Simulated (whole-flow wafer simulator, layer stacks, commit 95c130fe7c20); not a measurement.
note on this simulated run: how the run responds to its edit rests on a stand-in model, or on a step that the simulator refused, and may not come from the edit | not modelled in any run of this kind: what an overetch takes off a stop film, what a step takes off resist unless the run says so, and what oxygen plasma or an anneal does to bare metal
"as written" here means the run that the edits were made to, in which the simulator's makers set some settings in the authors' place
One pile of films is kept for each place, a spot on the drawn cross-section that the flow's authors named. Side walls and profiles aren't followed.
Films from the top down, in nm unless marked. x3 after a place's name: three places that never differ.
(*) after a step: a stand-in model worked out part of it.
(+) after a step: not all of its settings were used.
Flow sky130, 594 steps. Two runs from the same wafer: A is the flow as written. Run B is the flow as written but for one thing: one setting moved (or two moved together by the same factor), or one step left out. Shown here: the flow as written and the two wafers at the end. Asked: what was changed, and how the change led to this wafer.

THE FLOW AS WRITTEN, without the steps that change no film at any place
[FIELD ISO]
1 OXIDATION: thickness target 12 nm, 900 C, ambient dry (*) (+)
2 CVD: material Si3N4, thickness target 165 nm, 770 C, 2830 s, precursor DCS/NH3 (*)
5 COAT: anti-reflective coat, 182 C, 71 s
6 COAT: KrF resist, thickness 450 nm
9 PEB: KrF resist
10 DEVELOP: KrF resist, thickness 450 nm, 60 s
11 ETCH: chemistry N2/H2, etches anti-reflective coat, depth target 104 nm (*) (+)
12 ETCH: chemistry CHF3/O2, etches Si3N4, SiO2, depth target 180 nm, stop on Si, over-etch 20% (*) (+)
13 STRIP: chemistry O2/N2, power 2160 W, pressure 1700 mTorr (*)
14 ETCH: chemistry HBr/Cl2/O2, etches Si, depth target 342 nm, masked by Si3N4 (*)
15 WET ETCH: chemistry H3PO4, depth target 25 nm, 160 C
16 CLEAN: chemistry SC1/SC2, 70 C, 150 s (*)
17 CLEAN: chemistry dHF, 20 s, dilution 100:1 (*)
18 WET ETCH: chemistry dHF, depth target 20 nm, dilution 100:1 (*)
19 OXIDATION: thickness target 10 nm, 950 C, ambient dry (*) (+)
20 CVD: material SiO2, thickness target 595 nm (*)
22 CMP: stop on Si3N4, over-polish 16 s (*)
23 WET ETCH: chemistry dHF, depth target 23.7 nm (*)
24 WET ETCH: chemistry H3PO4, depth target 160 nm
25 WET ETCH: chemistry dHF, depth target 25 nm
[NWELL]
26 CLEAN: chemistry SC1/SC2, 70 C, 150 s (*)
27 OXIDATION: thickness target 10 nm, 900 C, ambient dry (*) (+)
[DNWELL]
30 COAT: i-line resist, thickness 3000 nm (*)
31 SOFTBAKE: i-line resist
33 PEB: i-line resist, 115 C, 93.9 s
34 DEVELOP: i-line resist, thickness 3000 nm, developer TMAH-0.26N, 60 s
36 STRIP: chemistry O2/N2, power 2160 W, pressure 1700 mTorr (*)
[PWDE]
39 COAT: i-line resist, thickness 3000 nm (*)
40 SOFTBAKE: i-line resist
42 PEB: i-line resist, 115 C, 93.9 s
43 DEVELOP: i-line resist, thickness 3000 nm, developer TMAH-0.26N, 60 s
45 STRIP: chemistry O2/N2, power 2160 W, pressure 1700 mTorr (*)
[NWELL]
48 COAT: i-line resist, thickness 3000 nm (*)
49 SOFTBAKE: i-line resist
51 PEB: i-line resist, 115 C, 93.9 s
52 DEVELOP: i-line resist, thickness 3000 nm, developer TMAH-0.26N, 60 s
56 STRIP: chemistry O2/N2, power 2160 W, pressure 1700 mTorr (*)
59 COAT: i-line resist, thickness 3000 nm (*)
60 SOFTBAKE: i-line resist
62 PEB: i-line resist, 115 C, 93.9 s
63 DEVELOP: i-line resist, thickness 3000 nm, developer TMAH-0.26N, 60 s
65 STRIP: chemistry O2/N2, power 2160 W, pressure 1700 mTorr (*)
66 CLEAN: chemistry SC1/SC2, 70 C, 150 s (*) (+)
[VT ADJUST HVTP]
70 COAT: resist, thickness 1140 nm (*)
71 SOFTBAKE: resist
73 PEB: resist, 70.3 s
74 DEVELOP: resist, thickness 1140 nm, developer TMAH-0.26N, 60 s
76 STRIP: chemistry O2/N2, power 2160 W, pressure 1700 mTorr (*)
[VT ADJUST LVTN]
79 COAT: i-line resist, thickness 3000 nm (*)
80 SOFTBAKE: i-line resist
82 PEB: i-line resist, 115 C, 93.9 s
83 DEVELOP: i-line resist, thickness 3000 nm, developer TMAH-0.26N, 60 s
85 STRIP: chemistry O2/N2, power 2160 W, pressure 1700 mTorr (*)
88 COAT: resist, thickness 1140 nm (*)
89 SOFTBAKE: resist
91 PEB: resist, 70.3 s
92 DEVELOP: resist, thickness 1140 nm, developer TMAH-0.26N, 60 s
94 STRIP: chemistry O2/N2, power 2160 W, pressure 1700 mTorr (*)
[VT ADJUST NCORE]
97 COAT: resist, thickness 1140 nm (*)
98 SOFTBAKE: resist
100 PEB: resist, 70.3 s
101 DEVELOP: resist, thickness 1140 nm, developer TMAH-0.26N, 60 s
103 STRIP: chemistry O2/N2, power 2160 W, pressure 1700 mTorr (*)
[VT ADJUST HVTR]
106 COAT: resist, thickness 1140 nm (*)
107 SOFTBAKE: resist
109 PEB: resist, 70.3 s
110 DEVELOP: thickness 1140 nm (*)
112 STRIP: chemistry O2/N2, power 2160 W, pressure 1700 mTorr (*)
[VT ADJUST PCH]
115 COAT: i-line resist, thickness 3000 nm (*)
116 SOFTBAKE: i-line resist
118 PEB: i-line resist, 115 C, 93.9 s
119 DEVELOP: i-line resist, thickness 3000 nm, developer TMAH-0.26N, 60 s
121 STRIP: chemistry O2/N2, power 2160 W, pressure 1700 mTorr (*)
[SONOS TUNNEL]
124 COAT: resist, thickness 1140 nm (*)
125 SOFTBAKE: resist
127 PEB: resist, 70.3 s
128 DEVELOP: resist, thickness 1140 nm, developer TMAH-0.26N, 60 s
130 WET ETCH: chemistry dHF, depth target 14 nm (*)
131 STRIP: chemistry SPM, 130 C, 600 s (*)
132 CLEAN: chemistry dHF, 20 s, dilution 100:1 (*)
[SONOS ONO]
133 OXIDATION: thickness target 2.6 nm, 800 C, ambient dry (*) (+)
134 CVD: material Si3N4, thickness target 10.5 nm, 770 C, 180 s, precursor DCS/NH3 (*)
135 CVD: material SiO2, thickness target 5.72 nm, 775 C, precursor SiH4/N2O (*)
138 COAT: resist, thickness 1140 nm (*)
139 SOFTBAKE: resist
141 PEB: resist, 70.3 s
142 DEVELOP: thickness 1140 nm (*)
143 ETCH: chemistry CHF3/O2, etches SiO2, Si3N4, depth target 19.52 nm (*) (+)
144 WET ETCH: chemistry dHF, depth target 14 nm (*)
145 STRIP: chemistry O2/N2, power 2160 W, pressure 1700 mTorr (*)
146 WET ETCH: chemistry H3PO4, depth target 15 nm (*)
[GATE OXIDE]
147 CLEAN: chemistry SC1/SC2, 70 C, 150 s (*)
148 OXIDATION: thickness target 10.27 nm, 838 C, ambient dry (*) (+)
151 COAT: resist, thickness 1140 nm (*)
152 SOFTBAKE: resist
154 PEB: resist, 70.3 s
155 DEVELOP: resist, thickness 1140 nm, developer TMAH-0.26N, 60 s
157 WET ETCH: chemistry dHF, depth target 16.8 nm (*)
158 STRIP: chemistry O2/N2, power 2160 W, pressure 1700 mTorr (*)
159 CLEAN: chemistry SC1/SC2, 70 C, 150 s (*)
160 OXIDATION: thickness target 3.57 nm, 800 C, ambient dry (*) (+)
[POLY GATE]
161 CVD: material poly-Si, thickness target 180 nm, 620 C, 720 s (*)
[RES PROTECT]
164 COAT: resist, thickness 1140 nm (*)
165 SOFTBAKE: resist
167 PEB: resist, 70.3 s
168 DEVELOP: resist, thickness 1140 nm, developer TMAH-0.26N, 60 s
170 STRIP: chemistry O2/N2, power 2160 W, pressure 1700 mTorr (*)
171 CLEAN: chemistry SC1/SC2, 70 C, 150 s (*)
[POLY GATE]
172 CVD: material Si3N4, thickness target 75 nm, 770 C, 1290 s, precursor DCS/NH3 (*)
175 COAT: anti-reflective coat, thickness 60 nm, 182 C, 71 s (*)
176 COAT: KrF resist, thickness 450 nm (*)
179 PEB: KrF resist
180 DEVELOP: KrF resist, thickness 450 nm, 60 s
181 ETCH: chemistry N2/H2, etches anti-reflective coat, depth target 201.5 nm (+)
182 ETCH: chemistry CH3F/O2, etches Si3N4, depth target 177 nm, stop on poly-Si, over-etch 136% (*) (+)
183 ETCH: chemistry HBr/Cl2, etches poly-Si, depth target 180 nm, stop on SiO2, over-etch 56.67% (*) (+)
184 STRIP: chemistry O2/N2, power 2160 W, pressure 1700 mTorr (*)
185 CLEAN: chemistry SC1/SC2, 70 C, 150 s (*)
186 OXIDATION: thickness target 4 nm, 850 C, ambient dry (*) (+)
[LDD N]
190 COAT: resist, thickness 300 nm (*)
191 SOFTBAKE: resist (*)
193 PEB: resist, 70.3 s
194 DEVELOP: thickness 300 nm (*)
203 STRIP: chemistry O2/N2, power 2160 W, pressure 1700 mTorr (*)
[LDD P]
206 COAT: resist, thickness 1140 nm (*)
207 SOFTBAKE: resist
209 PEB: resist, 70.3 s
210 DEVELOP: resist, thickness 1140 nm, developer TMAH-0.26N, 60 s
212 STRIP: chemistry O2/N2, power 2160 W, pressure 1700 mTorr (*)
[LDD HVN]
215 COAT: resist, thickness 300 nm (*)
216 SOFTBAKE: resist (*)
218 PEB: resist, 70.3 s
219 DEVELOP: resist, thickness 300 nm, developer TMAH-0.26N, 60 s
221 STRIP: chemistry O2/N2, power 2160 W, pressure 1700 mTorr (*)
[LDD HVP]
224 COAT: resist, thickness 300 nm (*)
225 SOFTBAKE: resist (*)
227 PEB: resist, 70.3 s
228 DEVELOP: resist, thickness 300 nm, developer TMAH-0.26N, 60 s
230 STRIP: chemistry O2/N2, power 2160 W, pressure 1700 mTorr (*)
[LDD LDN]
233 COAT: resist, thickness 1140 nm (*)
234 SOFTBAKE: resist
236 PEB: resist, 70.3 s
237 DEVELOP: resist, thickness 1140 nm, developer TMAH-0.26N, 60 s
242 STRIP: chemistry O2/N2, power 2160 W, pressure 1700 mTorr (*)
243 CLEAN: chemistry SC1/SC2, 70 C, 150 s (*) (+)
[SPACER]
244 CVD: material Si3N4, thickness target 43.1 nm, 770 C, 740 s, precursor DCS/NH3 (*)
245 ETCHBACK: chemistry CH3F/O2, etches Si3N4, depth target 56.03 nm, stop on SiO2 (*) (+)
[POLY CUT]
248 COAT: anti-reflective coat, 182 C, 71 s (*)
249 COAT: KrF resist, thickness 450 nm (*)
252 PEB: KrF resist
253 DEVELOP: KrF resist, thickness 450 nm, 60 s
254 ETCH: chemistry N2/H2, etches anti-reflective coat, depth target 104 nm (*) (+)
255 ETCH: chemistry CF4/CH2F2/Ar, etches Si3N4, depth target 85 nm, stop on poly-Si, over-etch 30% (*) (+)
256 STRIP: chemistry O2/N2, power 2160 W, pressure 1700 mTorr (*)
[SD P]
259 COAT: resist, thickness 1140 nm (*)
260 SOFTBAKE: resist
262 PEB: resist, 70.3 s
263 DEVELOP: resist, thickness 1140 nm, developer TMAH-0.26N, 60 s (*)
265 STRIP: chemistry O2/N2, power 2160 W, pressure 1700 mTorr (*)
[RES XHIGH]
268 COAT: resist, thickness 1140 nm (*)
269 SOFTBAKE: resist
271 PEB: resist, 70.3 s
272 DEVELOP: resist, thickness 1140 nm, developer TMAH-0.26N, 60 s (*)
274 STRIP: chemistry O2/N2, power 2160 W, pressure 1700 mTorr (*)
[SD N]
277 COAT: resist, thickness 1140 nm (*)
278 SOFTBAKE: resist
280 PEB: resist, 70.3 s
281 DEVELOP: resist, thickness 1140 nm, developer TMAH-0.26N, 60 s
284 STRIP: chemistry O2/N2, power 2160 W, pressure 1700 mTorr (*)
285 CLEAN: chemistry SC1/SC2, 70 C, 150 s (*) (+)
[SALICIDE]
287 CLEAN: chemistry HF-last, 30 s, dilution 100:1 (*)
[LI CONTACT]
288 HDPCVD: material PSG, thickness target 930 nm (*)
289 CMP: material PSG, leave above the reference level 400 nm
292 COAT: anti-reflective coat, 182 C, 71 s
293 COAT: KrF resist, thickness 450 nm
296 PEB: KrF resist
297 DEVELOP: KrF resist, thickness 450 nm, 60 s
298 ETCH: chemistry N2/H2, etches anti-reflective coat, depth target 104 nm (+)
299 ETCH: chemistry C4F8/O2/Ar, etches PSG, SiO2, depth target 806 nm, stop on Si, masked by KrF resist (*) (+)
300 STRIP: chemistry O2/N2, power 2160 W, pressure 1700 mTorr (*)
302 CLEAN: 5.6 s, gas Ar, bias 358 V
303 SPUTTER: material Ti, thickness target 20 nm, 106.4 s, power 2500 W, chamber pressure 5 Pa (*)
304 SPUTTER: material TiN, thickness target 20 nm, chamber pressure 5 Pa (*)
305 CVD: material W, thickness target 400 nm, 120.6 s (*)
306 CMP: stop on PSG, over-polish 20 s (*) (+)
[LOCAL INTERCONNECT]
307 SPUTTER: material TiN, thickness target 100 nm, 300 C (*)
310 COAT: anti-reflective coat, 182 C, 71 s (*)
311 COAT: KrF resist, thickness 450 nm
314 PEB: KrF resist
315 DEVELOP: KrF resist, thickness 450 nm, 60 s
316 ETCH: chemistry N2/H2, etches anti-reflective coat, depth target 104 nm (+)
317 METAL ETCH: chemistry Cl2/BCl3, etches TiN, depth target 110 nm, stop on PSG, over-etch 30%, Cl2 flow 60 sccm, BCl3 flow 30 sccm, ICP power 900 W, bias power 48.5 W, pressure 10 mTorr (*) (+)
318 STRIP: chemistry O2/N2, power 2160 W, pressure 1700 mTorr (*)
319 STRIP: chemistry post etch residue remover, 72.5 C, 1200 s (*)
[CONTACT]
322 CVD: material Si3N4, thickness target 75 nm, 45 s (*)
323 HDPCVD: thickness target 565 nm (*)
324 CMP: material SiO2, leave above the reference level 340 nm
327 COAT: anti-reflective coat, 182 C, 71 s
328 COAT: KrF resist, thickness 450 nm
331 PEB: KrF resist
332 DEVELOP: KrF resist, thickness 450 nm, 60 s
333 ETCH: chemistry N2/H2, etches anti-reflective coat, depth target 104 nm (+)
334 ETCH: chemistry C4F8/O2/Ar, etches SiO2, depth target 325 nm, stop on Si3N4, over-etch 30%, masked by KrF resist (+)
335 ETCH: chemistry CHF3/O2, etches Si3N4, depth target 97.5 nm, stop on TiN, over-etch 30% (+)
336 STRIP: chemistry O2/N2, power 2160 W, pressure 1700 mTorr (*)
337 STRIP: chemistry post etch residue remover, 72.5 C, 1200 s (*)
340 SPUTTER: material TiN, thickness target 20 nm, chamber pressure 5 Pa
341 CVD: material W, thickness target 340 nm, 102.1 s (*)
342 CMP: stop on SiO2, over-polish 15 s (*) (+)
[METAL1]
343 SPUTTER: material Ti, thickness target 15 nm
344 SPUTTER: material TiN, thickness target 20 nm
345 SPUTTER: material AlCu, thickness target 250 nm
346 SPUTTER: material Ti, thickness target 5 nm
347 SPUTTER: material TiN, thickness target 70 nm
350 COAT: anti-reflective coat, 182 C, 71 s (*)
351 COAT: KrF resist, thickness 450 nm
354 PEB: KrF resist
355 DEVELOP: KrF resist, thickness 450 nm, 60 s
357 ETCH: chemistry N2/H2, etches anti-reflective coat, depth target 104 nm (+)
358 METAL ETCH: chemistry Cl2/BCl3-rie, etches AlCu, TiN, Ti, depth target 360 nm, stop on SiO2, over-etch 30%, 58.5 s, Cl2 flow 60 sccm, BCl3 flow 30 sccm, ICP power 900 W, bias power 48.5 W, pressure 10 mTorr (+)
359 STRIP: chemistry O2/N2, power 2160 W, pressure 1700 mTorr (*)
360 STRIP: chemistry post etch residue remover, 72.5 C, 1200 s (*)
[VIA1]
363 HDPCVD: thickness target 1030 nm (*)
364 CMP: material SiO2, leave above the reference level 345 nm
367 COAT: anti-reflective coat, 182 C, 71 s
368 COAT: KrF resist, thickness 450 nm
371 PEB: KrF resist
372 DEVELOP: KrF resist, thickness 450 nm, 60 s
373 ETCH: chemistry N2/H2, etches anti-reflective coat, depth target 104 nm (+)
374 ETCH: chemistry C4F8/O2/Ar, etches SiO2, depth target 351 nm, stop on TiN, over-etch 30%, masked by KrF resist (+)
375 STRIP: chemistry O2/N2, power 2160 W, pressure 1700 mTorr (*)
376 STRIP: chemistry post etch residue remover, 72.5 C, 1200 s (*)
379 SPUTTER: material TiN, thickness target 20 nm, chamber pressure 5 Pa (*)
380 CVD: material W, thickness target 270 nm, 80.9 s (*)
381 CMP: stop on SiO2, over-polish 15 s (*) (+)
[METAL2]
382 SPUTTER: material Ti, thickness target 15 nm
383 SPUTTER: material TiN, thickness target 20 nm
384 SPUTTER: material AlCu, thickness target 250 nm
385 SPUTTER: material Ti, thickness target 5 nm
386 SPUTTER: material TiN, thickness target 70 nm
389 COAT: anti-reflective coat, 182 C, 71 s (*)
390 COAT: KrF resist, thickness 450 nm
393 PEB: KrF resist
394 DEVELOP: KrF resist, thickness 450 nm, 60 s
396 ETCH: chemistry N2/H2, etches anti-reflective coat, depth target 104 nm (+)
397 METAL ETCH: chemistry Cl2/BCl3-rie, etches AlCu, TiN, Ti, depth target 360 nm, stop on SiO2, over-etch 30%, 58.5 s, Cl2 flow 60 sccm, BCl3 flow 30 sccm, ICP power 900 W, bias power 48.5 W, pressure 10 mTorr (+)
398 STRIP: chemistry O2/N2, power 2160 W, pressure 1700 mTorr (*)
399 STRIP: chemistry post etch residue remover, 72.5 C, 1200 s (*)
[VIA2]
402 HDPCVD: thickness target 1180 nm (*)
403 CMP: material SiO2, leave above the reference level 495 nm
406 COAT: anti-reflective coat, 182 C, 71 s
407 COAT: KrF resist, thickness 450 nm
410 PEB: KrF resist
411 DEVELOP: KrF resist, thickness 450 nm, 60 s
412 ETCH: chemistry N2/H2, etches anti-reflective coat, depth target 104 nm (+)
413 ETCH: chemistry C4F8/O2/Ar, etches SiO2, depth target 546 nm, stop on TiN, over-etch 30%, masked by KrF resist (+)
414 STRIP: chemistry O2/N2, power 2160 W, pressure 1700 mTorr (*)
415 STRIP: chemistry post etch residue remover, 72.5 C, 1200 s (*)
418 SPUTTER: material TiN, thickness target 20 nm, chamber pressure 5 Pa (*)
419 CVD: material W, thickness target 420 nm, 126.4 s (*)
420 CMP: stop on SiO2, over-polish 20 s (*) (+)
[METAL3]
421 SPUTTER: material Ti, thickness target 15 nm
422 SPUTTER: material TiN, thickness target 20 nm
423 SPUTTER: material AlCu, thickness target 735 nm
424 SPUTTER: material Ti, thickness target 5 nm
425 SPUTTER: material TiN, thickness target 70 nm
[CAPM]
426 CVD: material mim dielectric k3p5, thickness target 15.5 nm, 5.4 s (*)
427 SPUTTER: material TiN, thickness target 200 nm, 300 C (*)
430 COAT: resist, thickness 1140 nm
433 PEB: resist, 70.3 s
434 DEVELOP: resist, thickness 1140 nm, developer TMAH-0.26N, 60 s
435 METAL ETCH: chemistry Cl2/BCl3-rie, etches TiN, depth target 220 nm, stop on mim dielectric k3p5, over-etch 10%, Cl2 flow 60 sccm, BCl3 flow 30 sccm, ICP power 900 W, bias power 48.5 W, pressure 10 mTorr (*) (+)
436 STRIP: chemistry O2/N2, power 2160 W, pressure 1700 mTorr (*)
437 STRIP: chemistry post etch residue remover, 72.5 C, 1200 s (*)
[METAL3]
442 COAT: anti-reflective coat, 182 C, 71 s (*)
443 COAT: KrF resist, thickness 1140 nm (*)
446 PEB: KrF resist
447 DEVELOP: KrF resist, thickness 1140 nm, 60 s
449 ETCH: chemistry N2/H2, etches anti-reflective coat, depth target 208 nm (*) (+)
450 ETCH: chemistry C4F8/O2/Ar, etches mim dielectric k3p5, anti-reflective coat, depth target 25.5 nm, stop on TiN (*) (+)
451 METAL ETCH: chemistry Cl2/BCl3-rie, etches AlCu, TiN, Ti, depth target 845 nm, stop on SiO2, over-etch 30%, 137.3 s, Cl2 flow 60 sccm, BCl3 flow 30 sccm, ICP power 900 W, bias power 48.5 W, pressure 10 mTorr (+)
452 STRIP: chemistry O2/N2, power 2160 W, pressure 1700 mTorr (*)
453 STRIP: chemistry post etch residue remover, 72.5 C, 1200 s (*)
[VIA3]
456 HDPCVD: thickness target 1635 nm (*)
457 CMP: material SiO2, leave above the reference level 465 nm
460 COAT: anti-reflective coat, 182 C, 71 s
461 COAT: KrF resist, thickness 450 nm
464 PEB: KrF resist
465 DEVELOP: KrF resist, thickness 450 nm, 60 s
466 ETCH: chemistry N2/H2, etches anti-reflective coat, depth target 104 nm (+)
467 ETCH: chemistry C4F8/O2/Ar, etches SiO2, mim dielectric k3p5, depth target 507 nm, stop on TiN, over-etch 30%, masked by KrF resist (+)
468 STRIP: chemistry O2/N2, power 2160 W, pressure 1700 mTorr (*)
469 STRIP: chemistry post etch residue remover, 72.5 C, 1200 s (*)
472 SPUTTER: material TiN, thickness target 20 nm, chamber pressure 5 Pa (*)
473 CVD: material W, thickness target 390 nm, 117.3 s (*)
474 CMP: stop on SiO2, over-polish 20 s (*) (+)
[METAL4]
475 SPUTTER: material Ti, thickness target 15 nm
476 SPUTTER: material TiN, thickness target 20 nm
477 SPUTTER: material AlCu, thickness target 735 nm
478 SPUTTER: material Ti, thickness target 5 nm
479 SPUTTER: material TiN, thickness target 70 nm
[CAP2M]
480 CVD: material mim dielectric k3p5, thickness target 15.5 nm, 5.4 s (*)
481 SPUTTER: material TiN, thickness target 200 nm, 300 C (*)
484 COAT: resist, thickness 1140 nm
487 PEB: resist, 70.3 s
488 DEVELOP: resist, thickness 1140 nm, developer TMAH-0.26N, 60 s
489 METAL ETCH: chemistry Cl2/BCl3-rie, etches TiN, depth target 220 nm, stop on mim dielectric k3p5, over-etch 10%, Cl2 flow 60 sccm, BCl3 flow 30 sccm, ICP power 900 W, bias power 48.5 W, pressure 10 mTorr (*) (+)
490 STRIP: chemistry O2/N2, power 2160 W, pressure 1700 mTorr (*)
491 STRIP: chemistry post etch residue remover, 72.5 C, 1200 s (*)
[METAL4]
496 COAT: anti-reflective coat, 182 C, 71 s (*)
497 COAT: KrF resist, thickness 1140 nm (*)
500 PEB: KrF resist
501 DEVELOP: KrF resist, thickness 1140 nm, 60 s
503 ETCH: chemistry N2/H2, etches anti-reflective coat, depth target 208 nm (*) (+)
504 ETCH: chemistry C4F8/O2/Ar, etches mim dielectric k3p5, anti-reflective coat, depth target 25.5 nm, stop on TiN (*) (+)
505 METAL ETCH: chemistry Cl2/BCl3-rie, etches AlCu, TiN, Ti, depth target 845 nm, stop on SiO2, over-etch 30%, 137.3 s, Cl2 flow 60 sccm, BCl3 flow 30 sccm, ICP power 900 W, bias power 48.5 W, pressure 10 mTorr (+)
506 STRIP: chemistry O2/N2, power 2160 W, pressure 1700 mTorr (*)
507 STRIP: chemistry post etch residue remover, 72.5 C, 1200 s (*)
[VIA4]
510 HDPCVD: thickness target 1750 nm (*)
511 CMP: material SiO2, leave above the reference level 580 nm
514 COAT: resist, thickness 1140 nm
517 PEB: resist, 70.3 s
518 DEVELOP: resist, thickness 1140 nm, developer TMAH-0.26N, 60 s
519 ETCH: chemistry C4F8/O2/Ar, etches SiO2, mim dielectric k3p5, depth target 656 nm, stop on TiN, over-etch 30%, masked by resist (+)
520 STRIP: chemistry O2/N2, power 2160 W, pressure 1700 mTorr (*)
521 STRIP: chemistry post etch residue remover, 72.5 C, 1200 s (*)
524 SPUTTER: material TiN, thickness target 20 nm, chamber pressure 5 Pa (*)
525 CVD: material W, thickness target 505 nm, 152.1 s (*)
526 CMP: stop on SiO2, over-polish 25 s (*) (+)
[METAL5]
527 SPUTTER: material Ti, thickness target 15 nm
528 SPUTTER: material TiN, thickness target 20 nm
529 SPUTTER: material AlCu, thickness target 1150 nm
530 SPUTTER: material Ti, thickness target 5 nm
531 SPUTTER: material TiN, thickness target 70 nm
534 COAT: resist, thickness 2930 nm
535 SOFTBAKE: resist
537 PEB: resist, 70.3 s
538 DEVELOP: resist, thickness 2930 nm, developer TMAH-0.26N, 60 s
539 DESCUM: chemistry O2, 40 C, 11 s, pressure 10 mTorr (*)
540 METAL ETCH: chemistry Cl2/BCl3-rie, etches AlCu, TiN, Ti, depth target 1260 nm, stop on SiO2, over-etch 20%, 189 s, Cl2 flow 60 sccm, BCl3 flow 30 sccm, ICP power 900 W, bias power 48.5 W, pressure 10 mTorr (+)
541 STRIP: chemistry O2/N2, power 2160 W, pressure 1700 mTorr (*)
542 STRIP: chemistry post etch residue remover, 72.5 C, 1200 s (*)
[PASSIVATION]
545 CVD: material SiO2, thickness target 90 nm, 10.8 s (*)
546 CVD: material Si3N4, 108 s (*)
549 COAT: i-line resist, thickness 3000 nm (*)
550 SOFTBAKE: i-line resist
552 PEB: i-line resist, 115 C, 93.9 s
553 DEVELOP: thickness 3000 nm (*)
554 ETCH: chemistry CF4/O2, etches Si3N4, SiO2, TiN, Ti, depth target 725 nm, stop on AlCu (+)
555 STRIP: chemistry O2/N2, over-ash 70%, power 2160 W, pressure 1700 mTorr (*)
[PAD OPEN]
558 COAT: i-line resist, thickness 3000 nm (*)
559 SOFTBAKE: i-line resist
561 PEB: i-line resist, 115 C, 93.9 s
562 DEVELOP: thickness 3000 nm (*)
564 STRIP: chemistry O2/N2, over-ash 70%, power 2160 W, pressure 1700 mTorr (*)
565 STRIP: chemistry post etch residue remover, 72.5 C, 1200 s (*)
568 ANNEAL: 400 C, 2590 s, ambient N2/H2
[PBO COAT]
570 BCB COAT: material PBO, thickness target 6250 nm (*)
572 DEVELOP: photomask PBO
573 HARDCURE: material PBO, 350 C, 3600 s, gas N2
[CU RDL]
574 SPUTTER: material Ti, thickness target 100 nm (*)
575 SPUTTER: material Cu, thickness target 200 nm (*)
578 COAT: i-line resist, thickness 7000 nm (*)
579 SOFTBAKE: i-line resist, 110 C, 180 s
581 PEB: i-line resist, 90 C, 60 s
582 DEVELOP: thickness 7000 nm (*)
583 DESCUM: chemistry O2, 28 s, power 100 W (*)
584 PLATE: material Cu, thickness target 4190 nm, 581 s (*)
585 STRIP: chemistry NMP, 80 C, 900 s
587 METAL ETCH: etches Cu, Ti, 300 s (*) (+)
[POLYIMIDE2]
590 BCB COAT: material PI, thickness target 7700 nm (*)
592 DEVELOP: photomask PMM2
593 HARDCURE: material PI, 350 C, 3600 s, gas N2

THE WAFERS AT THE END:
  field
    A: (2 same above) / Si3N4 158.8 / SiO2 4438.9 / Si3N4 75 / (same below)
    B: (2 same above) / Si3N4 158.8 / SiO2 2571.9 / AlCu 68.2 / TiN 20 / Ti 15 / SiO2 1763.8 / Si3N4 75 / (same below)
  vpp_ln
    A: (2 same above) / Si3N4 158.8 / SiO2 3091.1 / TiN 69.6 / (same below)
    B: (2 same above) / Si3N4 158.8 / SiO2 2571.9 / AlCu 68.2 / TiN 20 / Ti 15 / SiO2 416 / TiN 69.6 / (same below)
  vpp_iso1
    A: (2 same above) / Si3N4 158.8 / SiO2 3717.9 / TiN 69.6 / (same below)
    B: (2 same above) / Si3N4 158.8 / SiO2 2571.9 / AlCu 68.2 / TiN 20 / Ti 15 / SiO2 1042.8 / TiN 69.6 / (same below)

The cause: step 451, METAL ETCH: depth target 566.2 nm was run, where the flow has depth target 845 nm; step 451, METAL ETCH: 92 s was run, where the flow has 137.3 s.

How the change led to this, step by step:
  451 METAL ETCH: chemistry Cl2/BCl3-rie, etches AlCu, TiN, Ti, depth target 845 nm, stop on SiO2, over-etch 30%, 137.3 s, Cl2 flow 60 sccm, BCl3 flow 30 sccm, ICP power 900 W, bias power 48.5 W, pressure 10 mTorr (+)
      field, gate, spacer and 68 more: A TiN -70 (all of it), Ti -5 (all of it), AlCu -735 (all of it), TiN -20 (all of it), Ti -15 (all of it), SiO2 -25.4 | B TiN -70 (all of it), Ti -5 (all of it), AlCu -661.1
      active, vpp_ln, vpp_iso2 and 11 more: A TiN -70 (all of it), Ti -5 (all of it), AlCu -735 (all of it), TiN -20 (all of it), Ti -15 (all of it), SiO2 -25.3 | B TiN -70 (all of it), Ti -5 (all of it), AlCu -661.1
      (and at 107 more places)
  452 STRIP: chemistry O2/N2, power 2160 W, pressure 1700 mTorr (*)
      n_well, p_well, gate_hv and 80 more: A KrF resist -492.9 (all of it), anti-reflective coat -80 (all of it) | B KrF resist -674.1 (all of it), anti-reflective coat -80 (all of it)
      m1, via2_hole: A KrF resist -493 (all of it), anti-reflective coat -80.5 (all of it) | B KrF resist -674.2 (all of it), anti-reflective coat -80.5 (all of it)
      (and at 22 more places)
  453 STRIP: chemistry post etch residue remover, 72.5 C, 1200 s (*)
      field, active, gate and 82 more: A nothing | B AlCu -5.72
  456 HDPCVD: thickness target 1635 nm (*)
      field, active, gate and 82 more: A SiO2 +1635 | B SiO2 +1635 (new film)
  457 CMP: material SiO2, leave above the reference level 465 nm
      field, active, gate and 82 more: A SiO2 -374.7 | B SiO2 -503.2
Counting metal films that touch as one body, field has 1 body; the flow as written gives 0 bodies.
Counting metal films that touch as one body, vpp_ln has 3 bodies (between them, from the top down: SiO2 416; SiO2 267.2); the flow as written gives 2 bodies (between them, from the top down: SiO2 267.2).
Counting metal films that touch as one body, vpp_iso1 has 2 bodies (between them, from the top down: SiO2 1042.8); the flow as written gives 1 body.
